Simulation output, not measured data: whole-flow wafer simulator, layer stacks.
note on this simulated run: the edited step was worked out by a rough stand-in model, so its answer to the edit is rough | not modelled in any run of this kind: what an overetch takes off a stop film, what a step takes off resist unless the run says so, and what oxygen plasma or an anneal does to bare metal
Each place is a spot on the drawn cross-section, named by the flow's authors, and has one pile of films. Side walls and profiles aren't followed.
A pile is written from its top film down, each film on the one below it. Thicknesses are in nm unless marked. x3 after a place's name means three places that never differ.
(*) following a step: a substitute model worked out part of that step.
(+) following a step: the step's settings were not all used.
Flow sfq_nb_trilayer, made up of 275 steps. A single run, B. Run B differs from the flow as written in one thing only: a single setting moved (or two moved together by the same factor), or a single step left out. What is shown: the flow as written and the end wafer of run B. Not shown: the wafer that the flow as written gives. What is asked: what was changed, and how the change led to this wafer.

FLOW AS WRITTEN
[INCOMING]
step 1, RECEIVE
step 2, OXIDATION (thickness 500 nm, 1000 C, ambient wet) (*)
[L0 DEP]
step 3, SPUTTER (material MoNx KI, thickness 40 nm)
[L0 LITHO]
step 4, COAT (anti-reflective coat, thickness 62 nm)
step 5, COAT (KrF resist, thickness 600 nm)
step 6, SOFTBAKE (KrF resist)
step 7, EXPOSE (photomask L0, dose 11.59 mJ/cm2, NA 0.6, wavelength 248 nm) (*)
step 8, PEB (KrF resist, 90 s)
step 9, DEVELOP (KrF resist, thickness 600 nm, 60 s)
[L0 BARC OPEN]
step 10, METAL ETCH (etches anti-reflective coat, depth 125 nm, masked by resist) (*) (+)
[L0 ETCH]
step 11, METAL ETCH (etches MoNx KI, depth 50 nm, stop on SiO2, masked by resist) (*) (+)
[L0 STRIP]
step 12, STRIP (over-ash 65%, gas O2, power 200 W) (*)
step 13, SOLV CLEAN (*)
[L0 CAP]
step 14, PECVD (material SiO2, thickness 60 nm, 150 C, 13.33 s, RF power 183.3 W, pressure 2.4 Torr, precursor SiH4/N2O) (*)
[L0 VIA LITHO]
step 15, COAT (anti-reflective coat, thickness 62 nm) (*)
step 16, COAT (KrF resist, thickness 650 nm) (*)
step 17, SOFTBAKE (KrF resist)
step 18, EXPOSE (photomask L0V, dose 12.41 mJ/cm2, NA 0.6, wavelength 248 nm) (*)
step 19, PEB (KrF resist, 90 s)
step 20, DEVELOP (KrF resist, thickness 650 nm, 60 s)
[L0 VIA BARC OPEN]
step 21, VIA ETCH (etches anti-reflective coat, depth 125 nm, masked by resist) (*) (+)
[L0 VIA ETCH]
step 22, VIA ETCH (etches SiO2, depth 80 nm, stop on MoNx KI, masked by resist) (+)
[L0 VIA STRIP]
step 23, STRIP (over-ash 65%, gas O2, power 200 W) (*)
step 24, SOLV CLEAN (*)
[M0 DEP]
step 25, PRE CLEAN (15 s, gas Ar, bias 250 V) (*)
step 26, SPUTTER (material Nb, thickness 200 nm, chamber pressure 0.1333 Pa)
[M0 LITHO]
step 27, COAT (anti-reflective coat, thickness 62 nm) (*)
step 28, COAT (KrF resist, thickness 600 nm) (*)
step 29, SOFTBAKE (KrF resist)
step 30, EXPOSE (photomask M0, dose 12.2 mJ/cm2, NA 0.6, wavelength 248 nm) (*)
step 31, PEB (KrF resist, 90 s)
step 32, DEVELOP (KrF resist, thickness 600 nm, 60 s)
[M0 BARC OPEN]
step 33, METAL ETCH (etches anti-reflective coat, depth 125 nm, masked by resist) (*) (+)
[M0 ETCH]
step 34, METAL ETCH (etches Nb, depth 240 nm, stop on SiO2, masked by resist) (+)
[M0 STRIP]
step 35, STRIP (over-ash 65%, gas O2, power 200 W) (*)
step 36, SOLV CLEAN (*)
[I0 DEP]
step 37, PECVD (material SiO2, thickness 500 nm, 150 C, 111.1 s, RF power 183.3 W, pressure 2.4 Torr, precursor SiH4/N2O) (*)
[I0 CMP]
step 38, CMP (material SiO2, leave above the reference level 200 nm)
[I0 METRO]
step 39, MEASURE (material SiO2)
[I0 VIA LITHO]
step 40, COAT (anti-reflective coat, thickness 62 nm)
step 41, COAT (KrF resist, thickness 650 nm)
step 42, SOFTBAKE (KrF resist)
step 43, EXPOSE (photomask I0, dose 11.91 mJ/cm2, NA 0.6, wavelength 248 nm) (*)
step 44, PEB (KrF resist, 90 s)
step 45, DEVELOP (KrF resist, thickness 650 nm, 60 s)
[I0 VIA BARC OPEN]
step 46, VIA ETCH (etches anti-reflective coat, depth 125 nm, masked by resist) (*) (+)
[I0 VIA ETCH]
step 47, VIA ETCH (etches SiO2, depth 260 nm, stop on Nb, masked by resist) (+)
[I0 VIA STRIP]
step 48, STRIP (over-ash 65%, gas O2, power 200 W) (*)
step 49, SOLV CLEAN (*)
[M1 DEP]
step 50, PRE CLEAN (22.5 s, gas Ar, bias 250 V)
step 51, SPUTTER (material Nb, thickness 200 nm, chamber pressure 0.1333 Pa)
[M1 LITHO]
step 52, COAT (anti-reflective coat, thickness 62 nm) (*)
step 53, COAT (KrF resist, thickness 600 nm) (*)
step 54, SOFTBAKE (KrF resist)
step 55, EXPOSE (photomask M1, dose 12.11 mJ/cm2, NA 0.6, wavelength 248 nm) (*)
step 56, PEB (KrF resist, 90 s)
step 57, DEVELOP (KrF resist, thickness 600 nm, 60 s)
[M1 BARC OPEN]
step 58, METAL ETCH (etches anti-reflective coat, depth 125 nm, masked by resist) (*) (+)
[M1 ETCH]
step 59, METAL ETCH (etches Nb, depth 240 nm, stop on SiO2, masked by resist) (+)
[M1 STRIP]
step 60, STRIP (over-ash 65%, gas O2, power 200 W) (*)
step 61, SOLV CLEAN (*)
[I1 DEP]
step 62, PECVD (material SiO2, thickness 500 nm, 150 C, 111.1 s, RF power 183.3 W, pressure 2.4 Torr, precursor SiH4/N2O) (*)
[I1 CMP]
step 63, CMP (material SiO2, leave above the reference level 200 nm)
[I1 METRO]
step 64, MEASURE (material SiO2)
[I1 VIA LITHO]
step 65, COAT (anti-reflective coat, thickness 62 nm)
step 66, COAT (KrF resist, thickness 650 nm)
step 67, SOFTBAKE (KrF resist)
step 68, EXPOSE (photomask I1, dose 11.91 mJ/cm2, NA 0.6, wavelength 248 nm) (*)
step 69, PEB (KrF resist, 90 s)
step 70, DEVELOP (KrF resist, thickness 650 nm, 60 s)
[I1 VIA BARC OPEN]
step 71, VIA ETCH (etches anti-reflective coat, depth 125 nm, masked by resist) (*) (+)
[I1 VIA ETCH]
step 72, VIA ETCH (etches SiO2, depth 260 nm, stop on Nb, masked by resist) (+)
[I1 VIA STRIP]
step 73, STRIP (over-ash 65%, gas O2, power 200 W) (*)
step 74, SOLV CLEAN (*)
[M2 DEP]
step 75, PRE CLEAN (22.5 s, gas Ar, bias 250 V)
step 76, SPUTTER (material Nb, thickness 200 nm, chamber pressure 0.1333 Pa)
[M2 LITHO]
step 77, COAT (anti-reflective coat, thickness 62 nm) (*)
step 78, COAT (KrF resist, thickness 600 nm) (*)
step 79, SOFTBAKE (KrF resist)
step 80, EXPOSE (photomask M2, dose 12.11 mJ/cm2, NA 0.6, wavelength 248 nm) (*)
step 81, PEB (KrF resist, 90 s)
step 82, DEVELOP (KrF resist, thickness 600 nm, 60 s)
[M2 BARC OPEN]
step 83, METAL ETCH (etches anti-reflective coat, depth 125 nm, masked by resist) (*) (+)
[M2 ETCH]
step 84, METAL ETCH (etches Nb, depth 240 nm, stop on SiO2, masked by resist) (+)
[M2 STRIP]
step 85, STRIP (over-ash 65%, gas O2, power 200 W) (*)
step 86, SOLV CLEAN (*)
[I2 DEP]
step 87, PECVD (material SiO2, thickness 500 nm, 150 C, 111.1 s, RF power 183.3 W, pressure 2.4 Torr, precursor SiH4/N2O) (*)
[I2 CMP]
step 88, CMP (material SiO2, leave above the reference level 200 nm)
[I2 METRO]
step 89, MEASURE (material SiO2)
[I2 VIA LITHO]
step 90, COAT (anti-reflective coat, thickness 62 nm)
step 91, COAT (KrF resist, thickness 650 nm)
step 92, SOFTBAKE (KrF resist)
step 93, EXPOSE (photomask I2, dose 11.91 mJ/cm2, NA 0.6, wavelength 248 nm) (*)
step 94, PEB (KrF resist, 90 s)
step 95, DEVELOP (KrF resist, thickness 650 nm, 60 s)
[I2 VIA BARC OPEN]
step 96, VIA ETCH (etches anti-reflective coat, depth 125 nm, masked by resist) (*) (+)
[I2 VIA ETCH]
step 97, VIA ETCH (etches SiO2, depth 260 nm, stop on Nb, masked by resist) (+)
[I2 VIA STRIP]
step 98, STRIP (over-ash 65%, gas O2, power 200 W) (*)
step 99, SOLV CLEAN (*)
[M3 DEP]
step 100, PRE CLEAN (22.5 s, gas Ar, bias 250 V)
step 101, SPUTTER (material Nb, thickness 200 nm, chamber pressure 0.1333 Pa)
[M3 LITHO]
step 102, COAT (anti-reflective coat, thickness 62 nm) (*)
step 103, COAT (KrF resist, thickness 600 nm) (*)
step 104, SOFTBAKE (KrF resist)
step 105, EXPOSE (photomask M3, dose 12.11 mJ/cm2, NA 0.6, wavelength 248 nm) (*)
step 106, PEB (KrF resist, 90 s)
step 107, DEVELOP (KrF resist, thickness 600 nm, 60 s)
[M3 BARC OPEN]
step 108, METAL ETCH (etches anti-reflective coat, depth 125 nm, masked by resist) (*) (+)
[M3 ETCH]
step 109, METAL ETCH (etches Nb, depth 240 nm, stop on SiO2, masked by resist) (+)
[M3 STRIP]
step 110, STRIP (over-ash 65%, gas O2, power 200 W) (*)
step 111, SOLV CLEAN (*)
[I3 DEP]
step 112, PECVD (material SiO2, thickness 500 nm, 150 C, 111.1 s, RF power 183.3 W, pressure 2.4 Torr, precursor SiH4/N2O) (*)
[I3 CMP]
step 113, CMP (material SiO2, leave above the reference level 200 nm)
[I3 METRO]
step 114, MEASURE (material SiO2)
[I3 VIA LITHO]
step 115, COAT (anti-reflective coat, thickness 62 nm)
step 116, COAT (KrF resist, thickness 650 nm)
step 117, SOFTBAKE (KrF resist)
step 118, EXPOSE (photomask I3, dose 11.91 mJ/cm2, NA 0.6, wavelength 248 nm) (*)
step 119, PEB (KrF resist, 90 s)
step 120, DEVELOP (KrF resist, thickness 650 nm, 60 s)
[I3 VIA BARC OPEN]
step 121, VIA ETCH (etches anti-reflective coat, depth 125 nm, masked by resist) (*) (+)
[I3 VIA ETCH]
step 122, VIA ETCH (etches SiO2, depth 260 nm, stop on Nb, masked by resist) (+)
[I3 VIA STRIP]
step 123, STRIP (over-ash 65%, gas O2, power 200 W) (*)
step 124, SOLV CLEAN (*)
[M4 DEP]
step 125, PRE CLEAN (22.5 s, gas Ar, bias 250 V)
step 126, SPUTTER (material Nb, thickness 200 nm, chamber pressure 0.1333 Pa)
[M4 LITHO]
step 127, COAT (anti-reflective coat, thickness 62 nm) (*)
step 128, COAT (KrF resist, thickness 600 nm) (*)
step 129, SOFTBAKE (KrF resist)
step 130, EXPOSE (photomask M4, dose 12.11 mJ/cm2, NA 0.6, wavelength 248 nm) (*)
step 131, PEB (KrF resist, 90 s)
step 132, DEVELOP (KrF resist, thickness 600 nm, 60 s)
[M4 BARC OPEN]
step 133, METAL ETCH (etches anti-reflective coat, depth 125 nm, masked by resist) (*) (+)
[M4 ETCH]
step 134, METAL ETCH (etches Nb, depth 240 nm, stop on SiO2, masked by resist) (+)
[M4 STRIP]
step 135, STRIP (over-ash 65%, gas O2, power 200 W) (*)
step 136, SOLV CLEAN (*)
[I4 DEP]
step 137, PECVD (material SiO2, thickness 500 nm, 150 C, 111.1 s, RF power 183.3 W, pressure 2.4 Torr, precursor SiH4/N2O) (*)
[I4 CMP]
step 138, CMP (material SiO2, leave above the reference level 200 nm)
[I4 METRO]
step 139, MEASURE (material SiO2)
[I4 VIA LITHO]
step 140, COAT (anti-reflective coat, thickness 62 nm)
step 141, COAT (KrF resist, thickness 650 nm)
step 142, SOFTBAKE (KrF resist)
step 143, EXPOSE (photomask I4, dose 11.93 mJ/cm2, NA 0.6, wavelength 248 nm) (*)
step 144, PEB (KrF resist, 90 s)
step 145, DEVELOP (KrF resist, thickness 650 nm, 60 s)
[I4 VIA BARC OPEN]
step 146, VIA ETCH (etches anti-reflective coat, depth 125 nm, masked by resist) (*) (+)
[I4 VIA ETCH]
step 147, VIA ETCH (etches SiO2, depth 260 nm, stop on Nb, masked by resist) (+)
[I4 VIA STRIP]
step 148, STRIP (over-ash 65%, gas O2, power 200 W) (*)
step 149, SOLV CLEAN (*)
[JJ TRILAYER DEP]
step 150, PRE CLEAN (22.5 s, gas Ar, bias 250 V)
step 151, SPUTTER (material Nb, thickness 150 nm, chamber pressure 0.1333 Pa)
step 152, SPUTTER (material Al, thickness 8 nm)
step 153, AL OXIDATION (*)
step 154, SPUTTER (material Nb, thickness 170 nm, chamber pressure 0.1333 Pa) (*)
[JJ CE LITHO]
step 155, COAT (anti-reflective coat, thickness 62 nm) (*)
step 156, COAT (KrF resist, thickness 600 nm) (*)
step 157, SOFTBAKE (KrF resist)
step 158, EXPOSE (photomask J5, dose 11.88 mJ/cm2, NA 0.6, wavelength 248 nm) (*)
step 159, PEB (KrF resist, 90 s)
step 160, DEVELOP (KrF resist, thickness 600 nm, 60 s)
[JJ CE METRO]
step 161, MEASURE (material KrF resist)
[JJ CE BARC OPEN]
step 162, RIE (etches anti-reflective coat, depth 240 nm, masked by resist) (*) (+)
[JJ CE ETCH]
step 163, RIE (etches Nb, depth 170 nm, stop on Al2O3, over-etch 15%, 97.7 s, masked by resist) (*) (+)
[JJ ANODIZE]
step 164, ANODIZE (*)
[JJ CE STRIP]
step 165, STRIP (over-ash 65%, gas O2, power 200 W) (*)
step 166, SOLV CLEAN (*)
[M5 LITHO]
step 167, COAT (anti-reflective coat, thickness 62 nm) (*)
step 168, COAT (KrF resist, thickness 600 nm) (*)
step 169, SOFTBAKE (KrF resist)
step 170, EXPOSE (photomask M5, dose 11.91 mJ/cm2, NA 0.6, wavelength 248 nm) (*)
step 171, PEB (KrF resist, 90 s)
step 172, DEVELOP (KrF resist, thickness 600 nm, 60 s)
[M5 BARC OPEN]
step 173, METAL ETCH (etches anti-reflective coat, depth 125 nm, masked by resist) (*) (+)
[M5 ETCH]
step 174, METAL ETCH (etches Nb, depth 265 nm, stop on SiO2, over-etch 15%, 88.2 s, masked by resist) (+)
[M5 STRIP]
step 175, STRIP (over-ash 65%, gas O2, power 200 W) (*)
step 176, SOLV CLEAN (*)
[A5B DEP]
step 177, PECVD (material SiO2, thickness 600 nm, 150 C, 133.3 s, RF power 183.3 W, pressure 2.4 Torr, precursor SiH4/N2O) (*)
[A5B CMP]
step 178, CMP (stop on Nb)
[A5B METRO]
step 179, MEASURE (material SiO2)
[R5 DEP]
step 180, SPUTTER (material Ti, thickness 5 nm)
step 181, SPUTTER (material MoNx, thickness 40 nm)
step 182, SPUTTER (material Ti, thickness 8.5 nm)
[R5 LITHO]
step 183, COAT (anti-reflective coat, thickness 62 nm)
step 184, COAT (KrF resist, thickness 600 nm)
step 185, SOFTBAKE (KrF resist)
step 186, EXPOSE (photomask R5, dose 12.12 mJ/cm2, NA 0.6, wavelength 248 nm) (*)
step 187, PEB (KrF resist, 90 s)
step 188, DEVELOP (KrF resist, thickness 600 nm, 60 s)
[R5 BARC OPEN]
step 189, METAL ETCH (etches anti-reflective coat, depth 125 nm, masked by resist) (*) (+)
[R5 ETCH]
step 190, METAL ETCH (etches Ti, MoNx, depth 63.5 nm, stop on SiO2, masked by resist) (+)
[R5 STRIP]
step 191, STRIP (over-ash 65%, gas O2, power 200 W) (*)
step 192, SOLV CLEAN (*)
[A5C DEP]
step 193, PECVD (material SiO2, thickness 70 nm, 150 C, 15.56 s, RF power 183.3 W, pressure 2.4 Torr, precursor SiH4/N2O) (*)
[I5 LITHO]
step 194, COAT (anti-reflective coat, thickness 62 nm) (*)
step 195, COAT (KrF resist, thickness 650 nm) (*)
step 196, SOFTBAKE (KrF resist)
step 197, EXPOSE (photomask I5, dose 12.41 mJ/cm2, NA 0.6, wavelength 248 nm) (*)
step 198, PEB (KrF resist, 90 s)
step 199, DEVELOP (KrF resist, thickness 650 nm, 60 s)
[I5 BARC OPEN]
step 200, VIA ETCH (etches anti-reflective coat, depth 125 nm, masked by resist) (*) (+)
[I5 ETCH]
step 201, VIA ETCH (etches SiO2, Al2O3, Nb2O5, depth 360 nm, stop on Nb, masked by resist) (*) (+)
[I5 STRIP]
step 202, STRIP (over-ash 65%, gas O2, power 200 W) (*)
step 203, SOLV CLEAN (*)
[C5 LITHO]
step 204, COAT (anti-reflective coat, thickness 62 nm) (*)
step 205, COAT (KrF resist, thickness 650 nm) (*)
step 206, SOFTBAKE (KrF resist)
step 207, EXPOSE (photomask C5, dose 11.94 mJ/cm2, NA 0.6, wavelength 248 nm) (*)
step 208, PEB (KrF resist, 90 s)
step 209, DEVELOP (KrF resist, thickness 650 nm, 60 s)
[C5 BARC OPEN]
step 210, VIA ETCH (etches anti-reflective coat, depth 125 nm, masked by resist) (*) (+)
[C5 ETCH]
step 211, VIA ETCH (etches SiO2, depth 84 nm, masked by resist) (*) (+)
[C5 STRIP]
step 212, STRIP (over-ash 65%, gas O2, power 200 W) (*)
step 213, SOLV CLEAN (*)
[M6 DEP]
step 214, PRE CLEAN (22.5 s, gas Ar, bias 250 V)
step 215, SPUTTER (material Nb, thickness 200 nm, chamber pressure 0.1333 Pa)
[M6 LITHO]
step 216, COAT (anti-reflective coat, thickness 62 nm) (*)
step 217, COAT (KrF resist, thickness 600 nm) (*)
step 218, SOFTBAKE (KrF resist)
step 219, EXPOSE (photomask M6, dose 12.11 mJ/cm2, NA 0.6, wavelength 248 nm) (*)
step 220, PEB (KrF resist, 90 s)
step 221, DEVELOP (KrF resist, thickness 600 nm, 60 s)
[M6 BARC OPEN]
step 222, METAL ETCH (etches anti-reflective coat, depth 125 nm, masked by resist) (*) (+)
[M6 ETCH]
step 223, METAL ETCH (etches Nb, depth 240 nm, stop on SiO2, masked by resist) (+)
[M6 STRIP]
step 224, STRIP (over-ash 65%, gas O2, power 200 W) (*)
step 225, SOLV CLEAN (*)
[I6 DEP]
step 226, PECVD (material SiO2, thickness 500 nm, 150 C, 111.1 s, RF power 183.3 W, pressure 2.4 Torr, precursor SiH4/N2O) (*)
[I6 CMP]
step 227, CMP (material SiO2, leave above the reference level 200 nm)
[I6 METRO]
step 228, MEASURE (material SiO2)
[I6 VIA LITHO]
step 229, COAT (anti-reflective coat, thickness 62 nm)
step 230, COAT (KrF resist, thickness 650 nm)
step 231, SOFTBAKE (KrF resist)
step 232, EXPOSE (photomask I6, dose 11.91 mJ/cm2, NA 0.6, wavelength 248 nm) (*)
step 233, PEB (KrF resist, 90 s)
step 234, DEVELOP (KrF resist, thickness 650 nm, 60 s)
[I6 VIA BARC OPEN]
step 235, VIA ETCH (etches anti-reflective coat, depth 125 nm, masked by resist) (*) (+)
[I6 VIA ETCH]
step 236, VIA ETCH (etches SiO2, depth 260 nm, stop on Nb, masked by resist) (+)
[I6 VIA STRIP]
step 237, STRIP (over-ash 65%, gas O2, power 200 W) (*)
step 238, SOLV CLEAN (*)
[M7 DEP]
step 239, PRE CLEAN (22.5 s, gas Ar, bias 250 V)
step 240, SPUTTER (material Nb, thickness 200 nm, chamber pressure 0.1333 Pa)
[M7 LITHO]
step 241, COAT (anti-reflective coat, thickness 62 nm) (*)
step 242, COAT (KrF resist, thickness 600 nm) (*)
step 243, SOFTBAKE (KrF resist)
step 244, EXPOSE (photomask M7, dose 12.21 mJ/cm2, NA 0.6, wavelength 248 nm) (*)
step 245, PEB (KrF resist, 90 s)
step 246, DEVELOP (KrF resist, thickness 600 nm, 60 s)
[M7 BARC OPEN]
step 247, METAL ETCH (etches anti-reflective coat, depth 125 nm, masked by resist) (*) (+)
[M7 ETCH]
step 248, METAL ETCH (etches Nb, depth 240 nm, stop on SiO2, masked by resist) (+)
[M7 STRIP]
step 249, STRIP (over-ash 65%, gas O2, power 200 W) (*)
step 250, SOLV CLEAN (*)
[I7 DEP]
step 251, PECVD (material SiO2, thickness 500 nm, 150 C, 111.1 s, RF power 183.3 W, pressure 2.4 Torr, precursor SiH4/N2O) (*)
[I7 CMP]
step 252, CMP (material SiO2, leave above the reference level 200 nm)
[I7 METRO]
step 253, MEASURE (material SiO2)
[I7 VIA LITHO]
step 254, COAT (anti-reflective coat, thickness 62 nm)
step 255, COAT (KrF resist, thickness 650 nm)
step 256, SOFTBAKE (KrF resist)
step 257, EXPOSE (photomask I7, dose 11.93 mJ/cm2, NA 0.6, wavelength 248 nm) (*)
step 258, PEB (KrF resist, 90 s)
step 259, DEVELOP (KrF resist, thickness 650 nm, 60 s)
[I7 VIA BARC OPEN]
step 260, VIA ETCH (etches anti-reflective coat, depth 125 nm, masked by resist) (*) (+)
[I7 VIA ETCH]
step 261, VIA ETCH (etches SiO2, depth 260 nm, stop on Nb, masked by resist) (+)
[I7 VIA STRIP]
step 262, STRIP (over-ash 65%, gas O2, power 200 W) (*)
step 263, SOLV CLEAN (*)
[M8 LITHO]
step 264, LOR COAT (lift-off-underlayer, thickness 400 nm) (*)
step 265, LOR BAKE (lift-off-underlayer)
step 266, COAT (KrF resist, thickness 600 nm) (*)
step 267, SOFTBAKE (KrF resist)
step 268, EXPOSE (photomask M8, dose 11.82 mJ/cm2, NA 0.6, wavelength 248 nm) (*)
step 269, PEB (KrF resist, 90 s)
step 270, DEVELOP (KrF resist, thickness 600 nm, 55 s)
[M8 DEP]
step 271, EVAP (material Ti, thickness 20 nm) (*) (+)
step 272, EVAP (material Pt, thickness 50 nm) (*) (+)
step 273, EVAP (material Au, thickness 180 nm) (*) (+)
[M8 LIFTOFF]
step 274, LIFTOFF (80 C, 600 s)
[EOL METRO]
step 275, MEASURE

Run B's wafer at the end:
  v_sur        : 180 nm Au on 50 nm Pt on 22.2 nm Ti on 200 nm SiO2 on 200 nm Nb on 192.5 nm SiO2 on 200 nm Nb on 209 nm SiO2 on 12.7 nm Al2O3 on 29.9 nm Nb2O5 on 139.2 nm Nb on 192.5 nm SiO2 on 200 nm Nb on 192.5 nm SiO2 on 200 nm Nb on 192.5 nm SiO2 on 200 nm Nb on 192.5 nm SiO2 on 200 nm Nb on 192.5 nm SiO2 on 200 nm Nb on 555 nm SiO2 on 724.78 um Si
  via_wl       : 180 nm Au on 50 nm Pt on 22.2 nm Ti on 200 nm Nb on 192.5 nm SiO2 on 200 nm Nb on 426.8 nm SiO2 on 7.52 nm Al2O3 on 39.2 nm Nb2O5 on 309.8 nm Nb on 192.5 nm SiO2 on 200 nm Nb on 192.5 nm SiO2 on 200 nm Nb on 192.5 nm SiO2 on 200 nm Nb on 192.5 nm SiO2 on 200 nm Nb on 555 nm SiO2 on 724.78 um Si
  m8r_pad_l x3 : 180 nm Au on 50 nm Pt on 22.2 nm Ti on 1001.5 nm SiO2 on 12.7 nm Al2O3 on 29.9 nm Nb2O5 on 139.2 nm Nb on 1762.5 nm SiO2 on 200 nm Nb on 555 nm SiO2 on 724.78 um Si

What caused this: step 271, EVAP: thickness 22.2 nm was run, while the flow as written has thickness 20 nm.
The wafer itself shows it: v_sur has Ti 22.2, and step 271 as written asks for 20 nm.

How this came from the change, step by step:
  step 271, EVAP (material Ti, thickness 20 nm) (*) (+)
      field_l, v_sur, via_wl and 103 more: Ti gains 22.2 (new film) (as written it would have been: Ti gains 20 (new film))
  step 274, LIFTOFF (80 C, 600 s)
      p4_fl x3, p4_w1 x9, p4_g1 x2 and 60 more: Au loses 180 (all of it), Pt loses 50 (all of it), Ti loses 22.2 (all of it), KrF resist loses 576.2 (all of it), lift-off-underlayer loses 400 (all of it) (as written it would have been: Au loses 180 (all of it), Pt loses 50 (all of it), Ti loses 20 (all of it), KrF resist loses 576.2 (all of it), lift-off-underlayer loses 400 (all of it))
      c5j, ce_r: Au loses 180 (all of it), Pt loses 50 (all of it), Ti loses 22.2 (all of it), KrF resist loses 573.3 (all of it), lift-off-underlayer loses 399.3 (all of it) (as written it would have been: Au loses 180 (all of it), Pt loses 50 (all of it), Ti loses 20 (all of it), KrF resist loses 573.3 (all of it), lift-off-underlayer loses 399.3 (all of it))
      (also at 19 further places)
